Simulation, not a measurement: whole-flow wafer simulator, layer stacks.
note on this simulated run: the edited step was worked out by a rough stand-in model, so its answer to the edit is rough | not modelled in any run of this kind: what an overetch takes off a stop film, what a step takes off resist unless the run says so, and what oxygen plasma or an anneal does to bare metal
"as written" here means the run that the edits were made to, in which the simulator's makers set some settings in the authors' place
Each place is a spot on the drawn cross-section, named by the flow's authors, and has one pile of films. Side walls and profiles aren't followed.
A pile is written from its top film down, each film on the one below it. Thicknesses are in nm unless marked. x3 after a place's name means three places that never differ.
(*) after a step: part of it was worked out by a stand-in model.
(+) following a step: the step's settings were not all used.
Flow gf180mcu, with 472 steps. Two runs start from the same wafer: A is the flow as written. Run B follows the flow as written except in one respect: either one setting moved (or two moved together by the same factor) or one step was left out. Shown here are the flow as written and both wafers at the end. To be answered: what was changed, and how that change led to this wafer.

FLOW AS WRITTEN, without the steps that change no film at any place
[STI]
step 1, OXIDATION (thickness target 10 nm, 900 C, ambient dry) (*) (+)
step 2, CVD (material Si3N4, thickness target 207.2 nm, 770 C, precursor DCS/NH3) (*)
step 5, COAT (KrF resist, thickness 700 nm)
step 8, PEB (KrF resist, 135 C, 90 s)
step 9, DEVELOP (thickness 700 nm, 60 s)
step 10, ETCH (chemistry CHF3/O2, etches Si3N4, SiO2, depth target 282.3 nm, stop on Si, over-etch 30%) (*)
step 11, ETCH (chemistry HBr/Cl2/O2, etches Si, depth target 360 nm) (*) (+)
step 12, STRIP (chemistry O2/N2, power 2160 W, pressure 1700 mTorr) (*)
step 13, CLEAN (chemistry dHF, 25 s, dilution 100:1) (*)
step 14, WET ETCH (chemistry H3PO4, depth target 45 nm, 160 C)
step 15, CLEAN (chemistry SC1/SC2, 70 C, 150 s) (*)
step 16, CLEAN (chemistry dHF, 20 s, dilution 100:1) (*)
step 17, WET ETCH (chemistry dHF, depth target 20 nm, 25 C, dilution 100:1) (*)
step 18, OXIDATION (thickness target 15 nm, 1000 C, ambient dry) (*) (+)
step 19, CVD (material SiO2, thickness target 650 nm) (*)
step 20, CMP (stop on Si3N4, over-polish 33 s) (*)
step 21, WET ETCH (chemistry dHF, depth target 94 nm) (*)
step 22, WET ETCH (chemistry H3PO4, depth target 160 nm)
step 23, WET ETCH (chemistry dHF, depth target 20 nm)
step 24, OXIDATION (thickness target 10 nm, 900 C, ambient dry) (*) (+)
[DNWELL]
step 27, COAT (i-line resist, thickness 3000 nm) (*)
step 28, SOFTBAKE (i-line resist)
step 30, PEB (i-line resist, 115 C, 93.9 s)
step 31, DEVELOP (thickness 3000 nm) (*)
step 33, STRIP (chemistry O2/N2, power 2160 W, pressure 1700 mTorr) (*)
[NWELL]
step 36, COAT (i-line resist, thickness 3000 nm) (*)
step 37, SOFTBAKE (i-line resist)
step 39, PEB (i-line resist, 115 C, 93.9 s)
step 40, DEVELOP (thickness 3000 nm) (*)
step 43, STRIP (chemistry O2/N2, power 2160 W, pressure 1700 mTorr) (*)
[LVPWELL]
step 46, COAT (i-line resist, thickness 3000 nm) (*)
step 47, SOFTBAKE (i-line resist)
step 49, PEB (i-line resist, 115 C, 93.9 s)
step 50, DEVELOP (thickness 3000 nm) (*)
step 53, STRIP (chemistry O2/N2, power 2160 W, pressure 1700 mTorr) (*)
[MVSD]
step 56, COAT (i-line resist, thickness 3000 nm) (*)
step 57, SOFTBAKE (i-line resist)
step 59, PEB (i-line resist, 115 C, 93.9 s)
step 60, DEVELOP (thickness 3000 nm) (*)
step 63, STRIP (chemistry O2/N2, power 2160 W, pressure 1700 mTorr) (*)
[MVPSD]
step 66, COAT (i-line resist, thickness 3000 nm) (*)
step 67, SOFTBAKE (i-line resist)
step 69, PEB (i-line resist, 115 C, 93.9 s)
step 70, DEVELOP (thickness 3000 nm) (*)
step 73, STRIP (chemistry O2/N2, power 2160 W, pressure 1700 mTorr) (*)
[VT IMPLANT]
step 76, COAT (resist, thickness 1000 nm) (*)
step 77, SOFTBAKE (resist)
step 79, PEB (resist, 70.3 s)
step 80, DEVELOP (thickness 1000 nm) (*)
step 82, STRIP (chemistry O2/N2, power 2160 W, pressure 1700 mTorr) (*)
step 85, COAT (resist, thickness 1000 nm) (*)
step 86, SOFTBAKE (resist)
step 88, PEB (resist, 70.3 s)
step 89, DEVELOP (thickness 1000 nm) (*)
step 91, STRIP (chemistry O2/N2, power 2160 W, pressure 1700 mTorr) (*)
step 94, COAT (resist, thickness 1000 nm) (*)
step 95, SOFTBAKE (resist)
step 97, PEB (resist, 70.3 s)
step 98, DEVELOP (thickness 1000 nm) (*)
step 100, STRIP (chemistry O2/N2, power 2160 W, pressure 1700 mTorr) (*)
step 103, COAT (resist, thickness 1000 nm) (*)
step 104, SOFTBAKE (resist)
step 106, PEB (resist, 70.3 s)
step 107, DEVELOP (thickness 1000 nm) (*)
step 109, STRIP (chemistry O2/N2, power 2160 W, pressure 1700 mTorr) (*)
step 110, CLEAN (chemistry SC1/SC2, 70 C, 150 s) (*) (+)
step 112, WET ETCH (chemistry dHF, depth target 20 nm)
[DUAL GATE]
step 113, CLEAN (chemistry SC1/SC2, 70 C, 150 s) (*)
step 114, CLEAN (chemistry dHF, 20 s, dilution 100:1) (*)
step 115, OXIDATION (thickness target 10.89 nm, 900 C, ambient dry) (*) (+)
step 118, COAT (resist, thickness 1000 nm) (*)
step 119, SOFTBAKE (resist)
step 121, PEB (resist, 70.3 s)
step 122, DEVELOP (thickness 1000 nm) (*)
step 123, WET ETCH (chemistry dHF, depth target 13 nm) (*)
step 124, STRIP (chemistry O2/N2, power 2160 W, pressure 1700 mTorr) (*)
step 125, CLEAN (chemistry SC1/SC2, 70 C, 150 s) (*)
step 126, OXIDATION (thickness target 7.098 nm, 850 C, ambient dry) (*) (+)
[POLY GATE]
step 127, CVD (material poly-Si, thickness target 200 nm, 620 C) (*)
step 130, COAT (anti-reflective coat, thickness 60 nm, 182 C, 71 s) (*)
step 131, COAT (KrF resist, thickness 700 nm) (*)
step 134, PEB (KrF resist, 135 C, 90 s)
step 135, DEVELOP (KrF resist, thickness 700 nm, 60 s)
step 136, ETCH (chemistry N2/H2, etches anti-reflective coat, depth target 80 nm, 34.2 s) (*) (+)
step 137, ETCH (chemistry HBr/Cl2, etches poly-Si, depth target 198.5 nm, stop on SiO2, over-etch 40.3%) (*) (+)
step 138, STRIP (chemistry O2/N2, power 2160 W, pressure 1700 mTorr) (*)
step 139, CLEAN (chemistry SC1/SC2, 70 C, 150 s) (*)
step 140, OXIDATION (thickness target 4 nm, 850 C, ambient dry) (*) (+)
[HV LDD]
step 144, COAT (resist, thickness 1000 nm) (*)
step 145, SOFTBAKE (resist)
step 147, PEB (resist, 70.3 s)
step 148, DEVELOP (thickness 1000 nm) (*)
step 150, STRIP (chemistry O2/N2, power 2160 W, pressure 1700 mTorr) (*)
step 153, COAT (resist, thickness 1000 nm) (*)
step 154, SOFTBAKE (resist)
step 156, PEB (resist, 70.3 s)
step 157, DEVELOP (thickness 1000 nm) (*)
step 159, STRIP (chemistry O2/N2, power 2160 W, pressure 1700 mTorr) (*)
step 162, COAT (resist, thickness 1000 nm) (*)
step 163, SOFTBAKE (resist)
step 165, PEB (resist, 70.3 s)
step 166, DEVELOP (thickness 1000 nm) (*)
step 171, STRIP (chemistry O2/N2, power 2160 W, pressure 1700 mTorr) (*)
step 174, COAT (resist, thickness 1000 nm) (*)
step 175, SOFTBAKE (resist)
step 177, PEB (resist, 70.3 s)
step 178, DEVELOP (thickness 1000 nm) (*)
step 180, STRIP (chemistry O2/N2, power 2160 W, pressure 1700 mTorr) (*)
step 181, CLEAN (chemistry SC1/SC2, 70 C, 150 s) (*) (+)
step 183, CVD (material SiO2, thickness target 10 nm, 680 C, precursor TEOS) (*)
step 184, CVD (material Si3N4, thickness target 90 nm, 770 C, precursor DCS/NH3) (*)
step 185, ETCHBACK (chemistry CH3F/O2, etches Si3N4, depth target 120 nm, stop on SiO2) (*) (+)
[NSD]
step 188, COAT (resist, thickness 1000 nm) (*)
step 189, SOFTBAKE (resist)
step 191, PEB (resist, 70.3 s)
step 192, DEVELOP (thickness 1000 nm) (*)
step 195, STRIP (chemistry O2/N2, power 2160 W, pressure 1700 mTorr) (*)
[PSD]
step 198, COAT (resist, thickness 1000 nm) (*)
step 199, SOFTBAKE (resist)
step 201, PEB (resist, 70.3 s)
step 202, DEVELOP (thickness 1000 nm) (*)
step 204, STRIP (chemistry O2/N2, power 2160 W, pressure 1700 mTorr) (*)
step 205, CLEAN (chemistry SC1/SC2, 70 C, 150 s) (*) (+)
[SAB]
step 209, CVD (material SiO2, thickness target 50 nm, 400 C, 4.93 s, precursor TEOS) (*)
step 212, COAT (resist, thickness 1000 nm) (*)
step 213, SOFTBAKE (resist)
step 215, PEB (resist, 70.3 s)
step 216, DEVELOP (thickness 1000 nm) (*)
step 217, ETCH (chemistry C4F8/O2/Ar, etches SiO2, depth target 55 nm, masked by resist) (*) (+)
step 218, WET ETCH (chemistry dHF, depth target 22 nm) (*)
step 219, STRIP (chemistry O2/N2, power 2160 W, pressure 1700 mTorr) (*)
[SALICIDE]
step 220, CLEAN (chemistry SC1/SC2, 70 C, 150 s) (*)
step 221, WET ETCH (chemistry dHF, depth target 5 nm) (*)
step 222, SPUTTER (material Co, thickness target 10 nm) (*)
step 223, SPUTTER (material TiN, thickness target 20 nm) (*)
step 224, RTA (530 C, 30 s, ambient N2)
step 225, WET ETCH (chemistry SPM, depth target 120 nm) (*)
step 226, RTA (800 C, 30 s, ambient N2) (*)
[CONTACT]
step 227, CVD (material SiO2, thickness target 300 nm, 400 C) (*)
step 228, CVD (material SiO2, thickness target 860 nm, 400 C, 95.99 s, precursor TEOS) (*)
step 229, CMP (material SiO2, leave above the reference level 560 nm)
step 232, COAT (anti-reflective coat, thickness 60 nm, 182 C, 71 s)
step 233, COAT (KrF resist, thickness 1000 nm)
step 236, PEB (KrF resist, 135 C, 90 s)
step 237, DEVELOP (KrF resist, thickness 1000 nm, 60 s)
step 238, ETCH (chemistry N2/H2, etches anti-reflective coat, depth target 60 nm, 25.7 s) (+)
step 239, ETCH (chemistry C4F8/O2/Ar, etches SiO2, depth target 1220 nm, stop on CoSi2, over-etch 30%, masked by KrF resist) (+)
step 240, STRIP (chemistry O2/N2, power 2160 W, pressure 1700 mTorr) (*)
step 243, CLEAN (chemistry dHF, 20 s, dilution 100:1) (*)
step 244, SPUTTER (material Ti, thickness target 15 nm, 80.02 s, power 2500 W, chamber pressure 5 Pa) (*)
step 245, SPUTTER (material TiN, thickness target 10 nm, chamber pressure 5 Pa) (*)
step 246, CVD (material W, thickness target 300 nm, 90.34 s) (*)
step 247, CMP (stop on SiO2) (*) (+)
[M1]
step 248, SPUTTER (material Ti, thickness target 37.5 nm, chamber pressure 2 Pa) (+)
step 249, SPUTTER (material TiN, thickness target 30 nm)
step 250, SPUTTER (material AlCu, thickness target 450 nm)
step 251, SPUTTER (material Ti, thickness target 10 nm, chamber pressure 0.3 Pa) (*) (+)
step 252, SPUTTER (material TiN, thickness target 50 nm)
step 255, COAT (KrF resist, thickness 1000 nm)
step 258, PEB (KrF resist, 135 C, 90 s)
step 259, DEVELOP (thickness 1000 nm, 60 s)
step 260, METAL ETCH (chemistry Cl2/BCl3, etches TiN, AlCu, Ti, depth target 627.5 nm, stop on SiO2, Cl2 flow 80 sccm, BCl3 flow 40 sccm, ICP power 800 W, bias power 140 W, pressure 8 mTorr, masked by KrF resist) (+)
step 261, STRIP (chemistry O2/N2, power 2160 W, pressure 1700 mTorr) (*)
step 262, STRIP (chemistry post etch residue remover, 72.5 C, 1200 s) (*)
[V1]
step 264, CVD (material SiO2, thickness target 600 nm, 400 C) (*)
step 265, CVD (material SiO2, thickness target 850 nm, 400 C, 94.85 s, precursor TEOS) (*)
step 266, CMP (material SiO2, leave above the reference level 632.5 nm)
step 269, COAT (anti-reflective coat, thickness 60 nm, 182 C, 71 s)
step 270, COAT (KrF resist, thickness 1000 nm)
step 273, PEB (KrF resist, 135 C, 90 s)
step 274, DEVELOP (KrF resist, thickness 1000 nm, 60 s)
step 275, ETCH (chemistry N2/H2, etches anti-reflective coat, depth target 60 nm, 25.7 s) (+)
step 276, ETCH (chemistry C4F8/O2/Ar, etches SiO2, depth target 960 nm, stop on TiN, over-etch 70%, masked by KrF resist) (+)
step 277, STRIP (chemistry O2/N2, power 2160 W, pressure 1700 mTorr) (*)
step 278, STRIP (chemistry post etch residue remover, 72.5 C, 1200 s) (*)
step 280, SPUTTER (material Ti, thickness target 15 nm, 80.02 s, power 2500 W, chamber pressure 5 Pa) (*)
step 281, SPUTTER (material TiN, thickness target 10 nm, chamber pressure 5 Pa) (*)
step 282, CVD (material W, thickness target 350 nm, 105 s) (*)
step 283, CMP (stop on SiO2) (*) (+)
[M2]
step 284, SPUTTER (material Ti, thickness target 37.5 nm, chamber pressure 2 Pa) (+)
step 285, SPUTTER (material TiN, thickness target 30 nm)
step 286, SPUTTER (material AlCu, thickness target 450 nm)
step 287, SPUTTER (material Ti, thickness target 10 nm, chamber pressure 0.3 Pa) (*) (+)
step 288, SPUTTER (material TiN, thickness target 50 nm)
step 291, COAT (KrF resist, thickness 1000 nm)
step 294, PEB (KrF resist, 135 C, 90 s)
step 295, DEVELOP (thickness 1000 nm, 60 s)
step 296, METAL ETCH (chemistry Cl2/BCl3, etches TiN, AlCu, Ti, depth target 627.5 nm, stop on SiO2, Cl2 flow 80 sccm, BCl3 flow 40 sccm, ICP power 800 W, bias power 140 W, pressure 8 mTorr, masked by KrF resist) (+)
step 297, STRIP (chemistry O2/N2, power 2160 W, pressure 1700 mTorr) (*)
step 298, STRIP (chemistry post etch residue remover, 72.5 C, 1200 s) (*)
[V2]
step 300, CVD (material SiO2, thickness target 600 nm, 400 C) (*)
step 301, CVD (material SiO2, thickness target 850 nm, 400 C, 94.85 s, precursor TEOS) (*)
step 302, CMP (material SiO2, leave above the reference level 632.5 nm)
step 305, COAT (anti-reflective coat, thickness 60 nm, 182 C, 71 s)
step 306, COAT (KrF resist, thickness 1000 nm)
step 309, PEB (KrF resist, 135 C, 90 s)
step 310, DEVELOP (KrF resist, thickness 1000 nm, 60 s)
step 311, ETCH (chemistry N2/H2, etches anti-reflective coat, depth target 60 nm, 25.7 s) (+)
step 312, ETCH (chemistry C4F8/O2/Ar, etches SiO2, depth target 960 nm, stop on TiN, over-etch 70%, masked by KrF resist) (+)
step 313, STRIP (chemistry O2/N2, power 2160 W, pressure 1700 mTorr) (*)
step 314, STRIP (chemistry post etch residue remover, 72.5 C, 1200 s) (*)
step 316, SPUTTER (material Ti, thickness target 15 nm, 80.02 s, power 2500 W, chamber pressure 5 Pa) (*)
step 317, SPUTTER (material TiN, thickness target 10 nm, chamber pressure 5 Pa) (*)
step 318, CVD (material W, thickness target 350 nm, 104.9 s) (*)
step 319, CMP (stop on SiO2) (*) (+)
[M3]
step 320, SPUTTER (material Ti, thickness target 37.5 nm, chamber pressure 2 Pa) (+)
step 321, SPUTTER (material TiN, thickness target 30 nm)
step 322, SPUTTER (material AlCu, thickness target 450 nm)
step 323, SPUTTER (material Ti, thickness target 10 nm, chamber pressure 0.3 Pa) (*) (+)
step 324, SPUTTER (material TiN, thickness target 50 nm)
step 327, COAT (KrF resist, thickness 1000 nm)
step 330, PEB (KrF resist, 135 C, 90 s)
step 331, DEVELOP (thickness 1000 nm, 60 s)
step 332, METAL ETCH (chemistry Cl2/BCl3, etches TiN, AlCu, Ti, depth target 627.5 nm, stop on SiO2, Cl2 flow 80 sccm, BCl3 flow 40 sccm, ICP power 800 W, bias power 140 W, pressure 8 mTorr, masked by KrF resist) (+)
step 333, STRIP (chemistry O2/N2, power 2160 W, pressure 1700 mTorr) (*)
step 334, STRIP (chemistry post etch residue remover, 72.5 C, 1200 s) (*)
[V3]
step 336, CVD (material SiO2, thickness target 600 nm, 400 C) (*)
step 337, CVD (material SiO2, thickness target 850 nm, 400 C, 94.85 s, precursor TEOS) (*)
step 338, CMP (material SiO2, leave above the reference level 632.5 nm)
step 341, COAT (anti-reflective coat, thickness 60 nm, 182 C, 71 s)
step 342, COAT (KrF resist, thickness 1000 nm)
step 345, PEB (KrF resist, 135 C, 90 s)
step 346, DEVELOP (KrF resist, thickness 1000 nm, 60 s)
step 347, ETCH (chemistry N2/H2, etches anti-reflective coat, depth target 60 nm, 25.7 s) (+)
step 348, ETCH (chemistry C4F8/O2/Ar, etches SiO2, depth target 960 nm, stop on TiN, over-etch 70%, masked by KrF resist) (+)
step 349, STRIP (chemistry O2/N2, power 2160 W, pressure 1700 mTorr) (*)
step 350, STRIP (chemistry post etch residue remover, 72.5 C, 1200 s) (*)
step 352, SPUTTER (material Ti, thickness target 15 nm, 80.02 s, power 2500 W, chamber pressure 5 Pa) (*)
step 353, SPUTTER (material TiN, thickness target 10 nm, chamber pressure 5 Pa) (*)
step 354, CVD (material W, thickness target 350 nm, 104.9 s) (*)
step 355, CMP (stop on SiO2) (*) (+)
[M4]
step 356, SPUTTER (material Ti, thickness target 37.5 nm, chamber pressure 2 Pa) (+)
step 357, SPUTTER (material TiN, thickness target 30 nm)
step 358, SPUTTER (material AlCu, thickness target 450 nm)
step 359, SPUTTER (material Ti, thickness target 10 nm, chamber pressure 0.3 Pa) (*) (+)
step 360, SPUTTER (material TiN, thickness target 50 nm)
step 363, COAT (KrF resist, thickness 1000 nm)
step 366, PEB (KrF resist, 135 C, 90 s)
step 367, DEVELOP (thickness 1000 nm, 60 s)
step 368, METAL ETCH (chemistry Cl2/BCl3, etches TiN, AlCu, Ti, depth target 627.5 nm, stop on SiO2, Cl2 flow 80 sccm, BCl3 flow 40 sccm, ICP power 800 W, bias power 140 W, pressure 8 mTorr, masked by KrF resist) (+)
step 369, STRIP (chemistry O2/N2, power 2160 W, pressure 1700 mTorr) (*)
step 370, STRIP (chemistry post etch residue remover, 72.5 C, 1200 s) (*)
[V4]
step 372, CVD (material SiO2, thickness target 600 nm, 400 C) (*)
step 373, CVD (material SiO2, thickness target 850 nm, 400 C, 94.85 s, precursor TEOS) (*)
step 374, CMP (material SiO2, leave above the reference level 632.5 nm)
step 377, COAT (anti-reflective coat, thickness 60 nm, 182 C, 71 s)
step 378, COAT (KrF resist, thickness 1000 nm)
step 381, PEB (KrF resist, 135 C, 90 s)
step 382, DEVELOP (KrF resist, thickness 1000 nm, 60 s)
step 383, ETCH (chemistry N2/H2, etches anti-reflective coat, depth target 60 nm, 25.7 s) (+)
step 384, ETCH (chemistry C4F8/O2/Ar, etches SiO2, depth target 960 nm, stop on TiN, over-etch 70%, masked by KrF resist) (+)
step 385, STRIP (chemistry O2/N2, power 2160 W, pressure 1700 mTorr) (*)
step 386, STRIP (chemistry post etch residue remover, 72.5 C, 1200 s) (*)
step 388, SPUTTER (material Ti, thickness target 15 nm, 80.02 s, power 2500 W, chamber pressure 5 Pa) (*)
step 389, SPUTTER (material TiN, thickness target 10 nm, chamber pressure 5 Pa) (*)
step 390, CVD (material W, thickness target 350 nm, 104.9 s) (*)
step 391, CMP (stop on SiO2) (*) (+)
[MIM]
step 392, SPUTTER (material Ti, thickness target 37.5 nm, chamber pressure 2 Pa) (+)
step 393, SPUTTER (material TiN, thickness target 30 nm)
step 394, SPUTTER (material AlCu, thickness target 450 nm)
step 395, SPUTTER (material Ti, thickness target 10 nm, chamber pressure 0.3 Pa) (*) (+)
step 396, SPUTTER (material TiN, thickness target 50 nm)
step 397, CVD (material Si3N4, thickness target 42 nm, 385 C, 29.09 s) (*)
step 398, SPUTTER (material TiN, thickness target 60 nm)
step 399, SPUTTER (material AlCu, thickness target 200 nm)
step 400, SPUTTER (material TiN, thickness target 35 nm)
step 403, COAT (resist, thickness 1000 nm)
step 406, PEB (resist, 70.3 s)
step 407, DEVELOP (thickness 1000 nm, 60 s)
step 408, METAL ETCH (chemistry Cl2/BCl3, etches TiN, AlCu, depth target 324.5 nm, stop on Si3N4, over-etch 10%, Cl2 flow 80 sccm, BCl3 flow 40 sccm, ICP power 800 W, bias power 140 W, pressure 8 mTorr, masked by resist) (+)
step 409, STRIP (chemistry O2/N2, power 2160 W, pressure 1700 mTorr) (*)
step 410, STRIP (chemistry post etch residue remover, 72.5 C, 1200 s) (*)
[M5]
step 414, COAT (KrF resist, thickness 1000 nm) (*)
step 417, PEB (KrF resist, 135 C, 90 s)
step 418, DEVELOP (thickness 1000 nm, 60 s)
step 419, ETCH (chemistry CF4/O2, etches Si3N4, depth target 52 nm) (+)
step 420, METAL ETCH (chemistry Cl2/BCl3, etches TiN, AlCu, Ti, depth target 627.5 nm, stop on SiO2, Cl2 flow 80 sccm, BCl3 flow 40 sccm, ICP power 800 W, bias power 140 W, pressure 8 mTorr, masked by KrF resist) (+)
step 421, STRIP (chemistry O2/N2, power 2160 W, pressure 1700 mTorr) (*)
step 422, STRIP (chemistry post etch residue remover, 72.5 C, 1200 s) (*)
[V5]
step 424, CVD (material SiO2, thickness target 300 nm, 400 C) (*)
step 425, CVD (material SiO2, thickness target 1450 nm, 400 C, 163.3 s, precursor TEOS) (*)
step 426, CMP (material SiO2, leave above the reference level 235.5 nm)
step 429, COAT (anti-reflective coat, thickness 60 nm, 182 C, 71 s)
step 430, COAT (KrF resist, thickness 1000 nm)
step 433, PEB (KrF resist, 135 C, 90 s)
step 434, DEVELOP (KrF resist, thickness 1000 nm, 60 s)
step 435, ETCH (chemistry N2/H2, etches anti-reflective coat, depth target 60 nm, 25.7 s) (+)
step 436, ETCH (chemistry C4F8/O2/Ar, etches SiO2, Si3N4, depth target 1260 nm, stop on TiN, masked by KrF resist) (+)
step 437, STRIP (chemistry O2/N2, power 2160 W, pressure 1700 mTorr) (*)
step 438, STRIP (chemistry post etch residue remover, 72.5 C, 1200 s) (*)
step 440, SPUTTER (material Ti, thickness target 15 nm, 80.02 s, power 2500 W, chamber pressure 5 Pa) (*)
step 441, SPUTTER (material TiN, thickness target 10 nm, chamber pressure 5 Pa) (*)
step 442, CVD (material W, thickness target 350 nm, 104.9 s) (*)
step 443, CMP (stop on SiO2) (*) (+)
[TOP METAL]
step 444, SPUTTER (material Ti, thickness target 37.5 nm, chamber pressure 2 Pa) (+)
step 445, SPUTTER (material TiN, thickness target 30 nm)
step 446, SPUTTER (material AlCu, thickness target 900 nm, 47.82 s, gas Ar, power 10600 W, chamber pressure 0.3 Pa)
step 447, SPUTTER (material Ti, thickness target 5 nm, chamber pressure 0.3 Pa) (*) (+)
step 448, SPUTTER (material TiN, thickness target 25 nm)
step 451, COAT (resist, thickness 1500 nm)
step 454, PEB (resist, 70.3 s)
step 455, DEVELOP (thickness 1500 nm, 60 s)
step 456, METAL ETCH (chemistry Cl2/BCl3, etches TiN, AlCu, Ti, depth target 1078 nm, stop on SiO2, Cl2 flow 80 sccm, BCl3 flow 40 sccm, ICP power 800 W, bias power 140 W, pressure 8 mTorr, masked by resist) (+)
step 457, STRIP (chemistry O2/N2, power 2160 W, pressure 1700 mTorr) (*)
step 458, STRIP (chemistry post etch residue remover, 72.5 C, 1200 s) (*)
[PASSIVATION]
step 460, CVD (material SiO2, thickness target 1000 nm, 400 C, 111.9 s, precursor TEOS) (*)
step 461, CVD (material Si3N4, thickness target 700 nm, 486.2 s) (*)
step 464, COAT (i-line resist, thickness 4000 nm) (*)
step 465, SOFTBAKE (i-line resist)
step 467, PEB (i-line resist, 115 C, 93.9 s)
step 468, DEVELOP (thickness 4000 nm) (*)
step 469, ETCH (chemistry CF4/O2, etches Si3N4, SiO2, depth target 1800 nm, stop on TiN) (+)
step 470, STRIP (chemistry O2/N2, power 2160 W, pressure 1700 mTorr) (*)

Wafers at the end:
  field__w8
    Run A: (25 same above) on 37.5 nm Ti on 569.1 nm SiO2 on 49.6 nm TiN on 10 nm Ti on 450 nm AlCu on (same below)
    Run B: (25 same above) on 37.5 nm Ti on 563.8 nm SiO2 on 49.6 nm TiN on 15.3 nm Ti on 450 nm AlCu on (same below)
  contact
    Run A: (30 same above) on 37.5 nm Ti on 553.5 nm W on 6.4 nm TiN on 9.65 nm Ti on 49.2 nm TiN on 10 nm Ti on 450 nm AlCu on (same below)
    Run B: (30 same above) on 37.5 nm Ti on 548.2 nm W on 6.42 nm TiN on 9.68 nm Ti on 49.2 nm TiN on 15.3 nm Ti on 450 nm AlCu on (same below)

Cause: step 287, SPUTTER: thickness target 15.3 nm was run, though the flow has thickness target 10 nm.
One can read it off the wafer: field__w8 has Ti 15.3, and step 287 as written asks for 10 nm.

The path from the change to this, step by step:
  step 287, SPUTTER (material Ti, thickness target 10 nm, chamber pressure 0.3 Pa) (*) (+)
      field, field__w1, field__w2 and 108 more: A +10 Ti (new film) | B +15.3 Ti (new film)
  step 296, METAL ETCH (chemistry Cl2/BCl3, etches TiN, AlCu, Ti, depth target 627.5 nm, stop on SiO2, Cl2 flow 80 sccm, BCl3 flow 40 sccm, ICP power 800 W, bias power 140 W, pressure 8 mTorr, masked by KrF resist) (+)
      field, field__w1, field__w2 and 103 more: A -50 TiN (all of it), -10 Ti (all of it), -450 AlCu (all of it), -30 TiN (all of it), -37.5 Ti (all of it) | B -50 TiN (all of it), -15.3 Ti (all of it), -450 AlCu (all of it), -30 TiN (all of it), -37.5 Ti (all of it)
